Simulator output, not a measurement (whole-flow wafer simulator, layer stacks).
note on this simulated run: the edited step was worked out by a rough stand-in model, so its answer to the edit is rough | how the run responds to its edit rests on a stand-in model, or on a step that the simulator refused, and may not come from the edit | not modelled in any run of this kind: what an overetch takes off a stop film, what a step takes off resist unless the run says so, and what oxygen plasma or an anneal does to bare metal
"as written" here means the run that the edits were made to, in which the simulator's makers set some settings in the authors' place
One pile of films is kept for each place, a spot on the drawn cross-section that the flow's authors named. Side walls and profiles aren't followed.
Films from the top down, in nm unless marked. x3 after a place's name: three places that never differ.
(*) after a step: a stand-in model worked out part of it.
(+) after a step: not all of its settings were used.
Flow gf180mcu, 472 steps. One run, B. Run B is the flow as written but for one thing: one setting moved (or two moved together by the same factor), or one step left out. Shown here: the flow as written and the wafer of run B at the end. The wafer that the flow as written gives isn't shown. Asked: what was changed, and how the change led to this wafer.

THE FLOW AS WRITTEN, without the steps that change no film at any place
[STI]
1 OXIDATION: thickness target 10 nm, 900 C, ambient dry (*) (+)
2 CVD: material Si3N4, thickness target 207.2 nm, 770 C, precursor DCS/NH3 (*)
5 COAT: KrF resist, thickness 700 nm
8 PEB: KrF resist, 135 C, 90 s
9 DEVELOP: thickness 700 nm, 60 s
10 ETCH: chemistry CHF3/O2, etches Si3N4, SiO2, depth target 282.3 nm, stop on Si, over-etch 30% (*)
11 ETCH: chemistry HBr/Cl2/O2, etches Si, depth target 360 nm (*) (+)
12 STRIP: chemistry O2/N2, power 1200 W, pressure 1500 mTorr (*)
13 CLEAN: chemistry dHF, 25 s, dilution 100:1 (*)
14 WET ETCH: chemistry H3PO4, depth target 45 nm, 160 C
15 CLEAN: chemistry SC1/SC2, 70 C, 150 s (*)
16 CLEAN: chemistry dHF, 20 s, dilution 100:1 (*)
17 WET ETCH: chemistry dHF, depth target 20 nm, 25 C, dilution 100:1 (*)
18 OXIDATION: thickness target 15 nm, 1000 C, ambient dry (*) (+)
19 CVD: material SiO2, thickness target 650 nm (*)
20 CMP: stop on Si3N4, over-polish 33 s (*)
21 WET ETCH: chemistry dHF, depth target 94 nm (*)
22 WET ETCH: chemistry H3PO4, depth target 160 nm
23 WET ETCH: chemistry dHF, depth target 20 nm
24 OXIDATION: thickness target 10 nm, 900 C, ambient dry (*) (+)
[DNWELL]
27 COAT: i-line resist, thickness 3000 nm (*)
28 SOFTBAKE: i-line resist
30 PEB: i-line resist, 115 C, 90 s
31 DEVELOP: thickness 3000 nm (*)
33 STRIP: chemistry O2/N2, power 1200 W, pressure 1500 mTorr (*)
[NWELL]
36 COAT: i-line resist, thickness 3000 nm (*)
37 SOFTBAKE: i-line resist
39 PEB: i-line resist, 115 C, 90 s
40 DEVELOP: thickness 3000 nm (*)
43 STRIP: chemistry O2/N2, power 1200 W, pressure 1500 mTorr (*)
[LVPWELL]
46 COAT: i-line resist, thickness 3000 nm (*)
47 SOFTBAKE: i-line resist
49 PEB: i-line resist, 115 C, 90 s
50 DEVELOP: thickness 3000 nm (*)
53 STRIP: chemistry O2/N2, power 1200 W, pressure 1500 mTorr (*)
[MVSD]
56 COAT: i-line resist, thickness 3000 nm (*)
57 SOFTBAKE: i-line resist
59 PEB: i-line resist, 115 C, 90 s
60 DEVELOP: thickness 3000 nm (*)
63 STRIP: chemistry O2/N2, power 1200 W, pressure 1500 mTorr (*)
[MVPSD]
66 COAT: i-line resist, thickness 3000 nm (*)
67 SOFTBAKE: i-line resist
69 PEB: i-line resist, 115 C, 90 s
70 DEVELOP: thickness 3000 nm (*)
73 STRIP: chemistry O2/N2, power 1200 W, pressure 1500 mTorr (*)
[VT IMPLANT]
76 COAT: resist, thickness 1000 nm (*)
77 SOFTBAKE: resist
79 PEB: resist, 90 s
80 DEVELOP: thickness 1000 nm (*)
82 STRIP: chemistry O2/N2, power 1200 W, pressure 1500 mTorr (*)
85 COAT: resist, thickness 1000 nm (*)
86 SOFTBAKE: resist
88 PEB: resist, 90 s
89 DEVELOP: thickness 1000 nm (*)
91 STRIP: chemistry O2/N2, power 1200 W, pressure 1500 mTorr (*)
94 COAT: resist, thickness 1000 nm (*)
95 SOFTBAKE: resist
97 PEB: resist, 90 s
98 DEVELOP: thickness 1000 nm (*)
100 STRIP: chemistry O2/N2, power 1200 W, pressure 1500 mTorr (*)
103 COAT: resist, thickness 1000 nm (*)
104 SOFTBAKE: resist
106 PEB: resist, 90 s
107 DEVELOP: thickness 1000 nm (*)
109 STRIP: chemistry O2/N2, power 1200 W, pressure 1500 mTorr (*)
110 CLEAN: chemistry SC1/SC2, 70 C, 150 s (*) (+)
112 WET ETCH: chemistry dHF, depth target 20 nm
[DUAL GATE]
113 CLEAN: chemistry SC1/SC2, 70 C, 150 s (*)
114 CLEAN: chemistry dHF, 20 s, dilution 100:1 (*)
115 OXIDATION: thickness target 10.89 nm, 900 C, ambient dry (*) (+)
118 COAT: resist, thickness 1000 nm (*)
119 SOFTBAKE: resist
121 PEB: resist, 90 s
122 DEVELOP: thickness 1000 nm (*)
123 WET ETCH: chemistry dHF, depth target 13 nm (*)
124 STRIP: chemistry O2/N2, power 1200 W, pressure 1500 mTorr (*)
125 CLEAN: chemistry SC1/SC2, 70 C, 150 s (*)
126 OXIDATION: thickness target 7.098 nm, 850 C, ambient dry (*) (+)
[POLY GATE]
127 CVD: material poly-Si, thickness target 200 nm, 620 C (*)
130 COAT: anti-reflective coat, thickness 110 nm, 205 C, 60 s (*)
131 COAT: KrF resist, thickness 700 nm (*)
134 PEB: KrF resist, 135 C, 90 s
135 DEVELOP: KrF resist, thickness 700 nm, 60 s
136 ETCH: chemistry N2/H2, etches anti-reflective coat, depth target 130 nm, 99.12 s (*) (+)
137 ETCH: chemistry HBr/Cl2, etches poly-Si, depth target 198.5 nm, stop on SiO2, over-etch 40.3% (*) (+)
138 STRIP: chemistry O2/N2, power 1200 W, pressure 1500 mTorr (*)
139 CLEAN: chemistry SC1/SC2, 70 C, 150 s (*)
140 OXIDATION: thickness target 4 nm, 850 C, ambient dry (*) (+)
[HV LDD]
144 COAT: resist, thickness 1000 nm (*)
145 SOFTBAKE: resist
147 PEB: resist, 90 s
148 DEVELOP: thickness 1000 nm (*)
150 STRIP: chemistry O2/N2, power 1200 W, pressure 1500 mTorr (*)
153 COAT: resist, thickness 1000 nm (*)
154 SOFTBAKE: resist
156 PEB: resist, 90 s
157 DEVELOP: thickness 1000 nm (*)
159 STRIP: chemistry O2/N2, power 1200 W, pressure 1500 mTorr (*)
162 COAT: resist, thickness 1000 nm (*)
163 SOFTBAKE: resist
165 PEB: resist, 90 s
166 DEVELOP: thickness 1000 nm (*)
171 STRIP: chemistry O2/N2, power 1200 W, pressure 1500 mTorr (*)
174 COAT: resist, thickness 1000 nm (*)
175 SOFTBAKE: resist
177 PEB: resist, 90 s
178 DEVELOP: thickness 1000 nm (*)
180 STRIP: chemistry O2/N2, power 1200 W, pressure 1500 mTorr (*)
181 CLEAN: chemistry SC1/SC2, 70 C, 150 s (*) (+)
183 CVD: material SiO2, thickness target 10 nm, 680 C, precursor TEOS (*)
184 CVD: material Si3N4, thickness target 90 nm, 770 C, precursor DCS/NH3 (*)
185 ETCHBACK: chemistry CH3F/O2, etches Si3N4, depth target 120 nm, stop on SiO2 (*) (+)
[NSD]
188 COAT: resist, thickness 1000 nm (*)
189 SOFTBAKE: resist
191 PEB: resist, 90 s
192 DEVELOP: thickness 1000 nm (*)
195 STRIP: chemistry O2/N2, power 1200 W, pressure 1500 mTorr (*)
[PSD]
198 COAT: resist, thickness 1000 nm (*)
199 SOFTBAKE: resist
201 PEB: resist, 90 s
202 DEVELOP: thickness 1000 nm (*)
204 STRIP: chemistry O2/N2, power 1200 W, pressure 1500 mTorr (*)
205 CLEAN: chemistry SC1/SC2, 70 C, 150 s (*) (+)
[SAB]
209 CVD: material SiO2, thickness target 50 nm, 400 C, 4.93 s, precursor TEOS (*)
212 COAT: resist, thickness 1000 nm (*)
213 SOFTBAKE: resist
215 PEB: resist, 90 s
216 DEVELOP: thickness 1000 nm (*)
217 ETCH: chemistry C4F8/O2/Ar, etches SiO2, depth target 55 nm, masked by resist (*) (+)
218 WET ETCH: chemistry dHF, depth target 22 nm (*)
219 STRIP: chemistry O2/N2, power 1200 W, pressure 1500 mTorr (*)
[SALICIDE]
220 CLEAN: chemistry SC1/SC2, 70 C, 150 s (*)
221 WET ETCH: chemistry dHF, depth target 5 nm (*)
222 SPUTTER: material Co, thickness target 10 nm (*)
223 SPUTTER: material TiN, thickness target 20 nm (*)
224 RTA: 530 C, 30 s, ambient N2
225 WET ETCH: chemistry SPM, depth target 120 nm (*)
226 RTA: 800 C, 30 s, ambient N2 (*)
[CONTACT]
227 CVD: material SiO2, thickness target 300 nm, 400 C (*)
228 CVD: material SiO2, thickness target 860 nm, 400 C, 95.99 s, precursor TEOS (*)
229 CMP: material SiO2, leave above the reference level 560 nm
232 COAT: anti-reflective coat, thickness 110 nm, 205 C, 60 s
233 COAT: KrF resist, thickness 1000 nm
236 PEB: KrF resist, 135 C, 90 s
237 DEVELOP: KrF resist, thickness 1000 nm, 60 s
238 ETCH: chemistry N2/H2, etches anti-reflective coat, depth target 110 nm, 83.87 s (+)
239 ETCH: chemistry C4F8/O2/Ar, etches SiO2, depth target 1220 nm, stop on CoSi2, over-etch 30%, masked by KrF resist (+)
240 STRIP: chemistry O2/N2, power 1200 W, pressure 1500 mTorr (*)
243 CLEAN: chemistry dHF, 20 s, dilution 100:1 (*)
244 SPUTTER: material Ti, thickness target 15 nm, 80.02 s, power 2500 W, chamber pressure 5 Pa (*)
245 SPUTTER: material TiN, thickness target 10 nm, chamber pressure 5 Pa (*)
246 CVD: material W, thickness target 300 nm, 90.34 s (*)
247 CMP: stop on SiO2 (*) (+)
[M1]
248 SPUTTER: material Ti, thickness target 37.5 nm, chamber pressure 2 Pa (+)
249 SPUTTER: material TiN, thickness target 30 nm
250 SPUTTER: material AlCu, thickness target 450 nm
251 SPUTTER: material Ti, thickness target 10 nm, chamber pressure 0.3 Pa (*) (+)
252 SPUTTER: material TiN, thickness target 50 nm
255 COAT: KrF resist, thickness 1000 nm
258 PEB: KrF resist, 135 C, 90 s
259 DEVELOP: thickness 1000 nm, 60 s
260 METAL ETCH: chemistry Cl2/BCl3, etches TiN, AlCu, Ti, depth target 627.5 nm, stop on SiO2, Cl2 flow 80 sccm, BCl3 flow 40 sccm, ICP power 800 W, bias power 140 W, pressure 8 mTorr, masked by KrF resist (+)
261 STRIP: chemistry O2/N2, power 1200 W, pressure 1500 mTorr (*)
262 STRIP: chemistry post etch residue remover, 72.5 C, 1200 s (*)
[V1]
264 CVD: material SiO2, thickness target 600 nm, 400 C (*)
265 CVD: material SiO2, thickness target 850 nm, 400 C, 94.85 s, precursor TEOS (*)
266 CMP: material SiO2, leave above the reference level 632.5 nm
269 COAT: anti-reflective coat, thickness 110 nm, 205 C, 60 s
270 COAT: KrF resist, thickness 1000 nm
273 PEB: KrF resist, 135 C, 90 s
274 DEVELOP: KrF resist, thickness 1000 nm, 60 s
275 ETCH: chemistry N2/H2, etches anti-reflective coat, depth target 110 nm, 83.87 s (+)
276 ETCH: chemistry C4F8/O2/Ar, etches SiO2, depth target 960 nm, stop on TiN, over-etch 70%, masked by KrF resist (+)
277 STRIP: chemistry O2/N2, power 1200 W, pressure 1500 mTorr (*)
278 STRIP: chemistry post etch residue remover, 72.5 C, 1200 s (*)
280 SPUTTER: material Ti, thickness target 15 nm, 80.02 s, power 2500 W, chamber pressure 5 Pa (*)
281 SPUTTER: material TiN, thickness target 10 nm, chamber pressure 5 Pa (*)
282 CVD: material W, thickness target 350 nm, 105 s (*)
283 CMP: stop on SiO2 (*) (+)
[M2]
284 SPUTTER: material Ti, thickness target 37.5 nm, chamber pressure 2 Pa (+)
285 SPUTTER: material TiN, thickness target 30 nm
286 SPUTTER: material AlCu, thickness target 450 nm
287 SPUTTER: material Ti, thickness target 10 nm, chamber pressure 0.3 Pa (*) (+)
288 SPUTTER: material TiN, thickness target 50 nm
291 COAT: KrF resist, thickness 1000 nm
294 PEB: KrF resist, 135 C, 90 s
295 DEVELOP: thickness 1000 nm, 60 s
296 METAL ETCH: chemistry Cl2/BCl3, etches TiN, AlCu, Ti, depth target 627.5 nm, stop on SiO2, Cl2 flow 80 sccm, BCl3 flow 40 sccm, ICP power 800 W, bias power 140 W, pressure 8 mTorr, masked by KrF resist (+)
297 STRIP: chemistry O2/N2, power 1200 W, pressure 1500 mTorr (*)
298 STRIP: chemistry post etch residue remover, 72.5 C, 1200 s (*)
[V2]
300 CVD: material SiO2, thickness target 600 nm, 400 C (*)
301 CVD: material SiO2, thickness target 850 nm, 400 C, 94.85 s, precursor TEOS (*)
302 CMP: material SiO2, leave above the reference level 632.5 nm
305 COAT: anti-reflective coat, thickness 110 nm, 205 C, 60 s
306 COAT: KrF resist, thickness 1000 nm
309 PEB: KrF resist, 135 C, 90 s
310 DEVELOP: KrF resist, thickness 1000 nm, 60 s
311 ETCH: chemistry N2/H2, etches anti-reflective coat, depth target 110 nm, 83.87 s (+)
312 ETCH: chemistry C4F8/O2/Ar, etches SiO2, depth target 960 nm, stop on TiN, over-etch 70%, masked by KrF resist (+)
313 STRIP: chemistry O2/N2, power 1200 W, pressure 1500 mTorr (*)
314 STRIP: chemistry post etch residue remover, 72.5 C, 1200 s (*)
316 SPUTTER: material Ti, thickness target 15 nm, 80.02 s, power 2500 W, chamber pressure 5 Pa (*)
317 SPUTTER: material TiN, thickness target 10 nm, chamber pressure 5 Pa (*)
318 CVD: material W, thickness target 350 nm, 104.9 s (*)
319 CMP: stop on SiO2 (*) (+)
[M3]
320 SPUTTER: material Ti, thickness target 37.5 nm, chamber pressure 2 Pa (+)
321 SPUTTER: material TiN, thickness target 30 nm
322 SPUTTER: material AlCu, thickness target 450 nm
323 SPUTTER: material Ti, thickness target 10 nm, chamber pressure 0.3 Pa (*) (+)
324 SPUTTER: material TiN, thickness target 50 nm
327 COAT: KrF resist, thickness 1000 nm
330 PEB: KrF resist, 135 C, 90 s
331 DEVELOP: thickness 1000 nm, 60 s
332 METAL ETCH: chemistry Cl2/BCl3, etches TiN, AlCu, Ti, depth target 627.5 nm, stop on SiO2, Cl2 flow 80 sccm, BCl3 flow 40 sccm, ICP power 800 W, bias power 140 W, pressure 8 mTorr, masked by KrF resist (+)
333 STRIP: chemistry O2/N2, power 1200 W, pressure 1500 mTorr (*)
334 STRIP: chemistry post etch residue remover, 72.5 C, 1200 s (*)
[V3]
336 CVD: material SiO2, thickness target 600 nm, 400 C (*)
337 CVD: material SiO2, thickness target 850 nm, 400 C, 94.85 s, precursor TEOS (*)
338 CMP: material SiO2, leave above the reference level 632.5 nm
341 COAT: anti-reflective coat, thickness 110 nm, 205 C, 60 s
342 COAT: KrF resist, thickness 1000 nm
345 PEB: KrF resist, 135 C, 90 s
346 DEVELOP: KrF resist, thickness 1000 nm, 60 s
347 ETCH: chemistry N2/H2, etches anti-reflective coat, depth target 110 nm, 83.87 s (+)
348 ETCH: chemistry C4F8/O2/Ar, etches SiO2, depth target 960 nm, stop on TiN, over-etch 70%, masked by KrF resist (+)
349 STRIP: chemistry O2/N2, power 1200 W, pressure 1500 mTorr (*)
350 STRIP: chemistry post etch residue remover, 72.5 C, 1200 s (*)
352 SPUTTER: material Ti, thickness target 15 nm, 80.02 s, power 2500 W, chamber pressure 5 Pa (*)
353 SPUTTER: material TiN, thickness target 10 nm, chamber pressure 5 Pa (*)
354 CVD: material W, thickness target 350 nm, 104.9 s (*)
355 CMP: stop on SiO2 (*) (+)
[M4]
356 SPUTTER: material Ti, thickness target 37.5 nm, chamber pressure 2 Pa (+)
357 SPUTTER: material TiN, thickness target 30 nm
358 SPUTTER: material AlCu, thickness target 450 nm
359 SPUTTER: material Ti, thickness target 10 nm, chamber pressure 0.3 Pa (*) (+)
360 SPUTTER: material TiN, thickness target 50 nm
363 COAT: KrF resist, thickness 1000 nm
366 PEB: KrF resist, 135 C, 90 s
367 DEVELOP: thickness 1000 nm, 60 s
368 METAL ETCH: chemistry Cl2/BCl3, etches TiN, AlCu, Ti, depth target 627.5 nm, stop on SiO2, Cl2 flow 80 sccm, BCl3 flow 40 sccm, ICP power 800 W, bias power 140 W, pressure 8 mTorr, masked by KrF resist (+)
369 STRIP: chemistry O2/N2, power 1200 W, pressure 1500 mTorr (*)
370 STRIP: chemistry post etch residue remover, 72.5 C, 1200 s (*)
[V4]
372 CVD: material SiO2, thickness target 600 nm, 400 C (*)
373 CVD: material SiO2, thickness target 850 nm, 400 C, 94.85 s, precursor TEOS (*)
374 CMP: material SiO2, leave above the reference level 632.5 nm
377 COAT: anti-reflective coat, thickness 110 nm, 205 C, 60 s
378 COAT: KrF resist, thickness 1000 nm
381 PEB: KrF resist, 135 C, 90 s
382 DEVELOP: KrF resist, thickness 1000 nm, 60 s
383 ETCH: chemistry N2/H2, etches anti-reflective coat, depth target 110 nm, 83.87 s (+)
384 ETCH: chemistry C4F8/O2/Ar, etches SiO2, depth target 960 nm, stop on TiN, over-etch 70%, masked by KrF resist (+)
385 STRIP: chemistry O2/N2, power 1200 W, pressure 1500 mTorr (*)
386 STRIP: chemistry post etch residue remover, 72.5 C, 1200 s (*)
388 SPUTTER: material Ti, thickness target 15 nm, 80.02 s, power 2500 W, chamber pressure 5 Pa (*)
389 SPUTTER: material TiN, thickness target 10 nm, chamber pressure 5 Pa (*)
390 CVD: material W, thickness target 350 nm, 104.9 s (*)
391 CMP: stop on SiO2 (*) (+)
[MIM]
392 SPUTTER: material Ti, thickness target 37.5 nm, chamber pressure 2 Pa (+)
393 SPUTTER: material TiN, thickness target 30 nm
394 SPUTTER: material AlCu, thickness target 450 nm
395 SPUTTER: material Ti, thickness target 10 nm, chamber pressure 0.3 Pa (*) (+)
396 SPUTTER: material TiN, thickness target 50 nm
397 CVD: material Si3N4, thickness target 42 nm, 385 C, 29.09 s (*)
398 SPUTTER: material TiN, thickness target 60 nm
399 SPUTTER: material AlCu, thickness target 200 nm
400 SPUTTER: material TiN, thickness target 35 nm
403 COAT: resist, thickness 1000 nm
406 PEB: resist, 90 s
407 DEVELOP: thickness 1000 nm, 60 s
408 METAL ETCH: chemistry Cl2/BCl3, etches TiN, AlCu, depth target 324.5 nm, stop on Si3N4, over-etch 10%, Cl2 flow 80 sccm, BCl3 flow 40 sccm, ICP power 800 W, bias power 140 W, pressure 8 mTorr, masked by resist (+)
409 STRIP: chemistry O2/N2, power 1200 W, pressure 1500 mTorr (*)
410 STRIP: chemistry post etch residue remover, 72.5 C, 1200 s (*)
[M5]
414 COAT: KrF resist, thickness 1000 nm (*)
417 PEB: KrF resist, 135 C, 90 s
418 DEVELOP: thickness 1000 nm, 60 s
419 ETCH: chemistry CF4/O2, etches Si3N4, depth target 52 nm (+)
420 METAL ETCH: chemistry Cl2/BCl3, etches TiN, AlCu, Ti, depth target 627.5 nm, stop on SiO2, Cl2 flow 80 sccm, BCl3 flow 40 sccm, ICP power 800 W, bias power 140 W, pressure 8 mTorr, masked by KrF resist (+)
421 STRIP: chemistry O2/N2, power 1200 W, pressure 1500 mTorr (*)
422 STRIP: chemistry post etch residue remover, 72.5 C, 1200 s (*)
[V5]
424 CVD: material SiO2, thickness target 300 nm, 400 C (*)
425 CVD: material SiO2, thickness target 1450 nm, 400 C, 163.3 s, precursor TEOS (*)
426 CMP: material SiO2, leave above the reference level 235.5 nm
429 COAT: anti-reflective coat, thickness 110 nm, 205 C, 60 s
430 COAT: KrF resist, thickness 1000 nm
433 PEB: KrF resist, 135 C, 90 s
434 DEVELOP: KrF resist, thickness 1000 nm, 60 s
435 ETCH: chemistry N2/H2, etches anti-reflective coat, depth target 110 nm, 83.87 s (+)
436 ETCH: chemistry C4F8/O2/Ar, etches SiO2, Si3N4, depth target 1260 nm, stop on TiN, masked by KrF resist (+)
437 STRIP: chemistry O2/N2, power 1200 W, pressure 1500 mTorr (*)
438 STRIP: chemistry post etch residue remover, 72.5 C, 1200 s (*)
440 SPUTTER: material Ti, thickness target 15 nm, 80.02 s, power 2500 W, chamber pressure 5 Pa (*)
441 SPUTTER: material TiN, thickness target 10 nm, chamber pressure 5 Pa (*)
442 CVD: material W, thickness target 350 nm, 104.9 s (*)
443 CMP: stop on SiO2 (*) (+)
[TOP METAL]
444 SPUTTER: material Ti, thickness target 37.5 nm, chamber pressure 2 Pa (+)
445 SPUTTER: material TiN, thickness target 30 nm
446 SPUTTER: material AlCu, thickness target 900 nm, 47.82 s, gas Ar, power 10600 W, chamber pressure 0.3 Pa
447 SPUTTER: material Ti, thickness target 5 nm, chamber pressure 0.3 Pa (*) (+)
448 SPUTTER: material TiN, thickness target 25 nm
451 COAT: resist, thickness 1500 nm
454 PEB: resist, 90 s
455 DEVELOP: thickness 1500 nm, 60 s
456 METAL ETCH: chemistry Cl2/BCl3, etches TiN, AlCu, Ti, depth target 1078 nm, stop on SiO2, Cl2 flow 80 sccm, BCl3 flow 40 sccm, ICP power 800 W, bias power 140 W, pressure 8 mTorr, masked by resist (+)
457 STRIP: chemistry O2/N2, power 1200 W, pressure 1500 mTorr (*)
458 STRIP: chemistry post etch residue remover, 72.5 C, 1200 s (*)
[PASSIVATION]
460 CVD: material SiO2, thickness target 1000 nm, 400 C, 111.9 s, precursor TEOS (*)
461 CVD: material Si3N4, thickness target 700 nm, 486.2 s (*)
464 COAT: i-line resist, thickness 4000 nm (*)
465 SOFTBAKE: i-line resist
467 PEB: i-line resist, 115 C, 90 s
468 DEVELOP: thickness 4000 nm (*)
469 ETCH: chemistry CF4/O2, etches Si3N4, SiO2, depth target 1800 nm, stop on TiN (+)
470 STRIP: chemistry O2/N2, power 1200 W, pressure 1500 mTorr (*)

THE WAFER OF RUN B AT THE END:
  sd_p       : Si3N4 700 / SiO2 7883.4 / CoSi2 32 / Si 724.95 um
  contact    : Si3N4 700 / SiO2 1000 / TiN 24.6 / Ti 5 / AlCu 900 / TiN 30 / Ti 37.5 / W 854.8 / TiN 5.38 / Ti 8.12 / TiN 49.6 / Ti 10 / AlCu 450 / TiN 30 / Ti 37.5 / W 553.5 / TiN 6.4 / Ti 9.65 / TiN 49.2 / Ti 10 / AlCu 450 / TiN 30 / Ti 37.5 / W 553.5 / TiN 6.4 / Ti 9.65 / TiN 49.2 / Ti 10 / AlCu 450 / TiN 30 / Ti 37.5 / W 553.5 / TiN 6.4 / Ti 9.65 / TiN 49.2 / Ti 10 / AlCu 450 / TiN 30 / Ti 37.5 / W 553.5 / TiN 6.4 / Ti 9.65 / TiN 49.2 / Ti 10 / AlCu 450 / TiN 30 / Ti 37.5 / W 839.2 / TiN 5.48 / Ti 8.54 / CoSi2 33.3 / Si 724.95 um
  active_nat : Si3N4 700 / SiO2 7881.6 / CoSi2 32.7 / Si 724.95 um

The cause: step 185, ETCHBACK: depth target 180 nm was run, where the flow has depth target 120 nm.

How the change led to this, step by step:
  185 ETCHBACK: chemistry CH3F/O2, etches Si3N4, depth target 120 nm, stop on SiO2 (*) (+)
      field, field__w1, field__w2 and 100 more: Si3N4 -90 (all of it), SiO2 -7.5 (as written it would be: Si3N4 -90 (all of it), SiO2 -2.5)
  189 SOFTBAKE: resist
      field: nothing (as written it would be: resist +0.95)
      nw_sep_fld: nothing (as written it would be: resist +1.07)
  199 SOFTBAKE: resist
      field: nothing (as written it would be: resist +0.95)
      nw_sep_fld: nothing (as written it would be: resist +1.07)
  218 WET ETCH: chemistry dHF, depth target 22 nm (*)
      gate, gate_hv, gate_p and 23 more: SiO2 -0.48 (all of it) (as written it would be: SiO2 -5.48 (all of it))
      active, p_well, sd_n, iso_ptap_pw, iso_ntap_nw, iso_ptap_sub, vpnp_e: SiO2 -4.01 (all of it) (as written it would be: SiO2 -9.01 (all of it))
      (and at 16 more places)
  222 SPUTTER: material Co, thickness target 10 nm (*)
      field__w2: Co +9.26 (new film) (as written it would be: Co +8.65 (new film))
      field__w3: Co +8.86 (new film) (as written it would be: Co +8.06 (new film))
      (and at 3 more places)
  223 SPUTTER: material TiN, thickness target 20 nm (*)
      field__w2: TiN +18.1 (new film) (as written it would be: TiN +17 (new film))
      field__w3: TiN +17.3 (new film) (as written it would be: TiN +15.7 (new film))
      (and at 4 more places)
  224 RTA: 530 C, 30 s, ambient N2
      ld_sd_n: under 1 film: CoSi +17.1 (new film), Co -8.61 (all of it), Si -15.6 (as written it would be: under 1 film: CoSi +16.1 (new film), Co -8.09 (all of it), Si -14.7)
      ld_drn_n: under 1 film: CoSi +18.7 (new film), Co -9.39 (all of it), Si -17 (as written it would be: under 1 film: CoSi +17.9 (new film), Co -9.02 (all of it), Si -16.4)
      (and at 2 more places)
  225 WET ETCH: chemistry SPM, depth target 120 nm (*)
      field__w2: TiN -18.1 (all of it), Co -9.26 (all of it) (as written it would be: TiN -17 (all of it), Co -8.65 (all of it))
      field__w3: TiN -17.3 (all of it), Co -8.86 (all of it) (as written it would be: TiN -15.7 (all of it), Co -8.06 (all of it))
      (and at 4 more places)
  226 RTA: 800 C, 30 s, ambient N2 (*)
      active_nat: CoSi2 +32.7 (new film), CoSi -18.6 (all of it), Si -17 (as written it would be: CoSi2 +31.8 (new film), CoSi -18.1 (all of it), Si -16.5)
      ld_sd_n: CoSi2 +30.1 (new film), CoSi -17.1 (all of it), Si -15.6 (as written it would be: CoSi2 +28.3 (new film), CoSi -16.1 (all of it), Si -14.7)
      (and at 3 more places)
  229 CMP: material SiO2, leave above the reference level 560 nm
      field_sub, field_sub__w2: SiO2 -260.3 (as written it would be: SiO2 -265.7)
      field__w2: SiO2 -244 (as written it would be: SiO2 -250.1)
      (and at 6 more places)
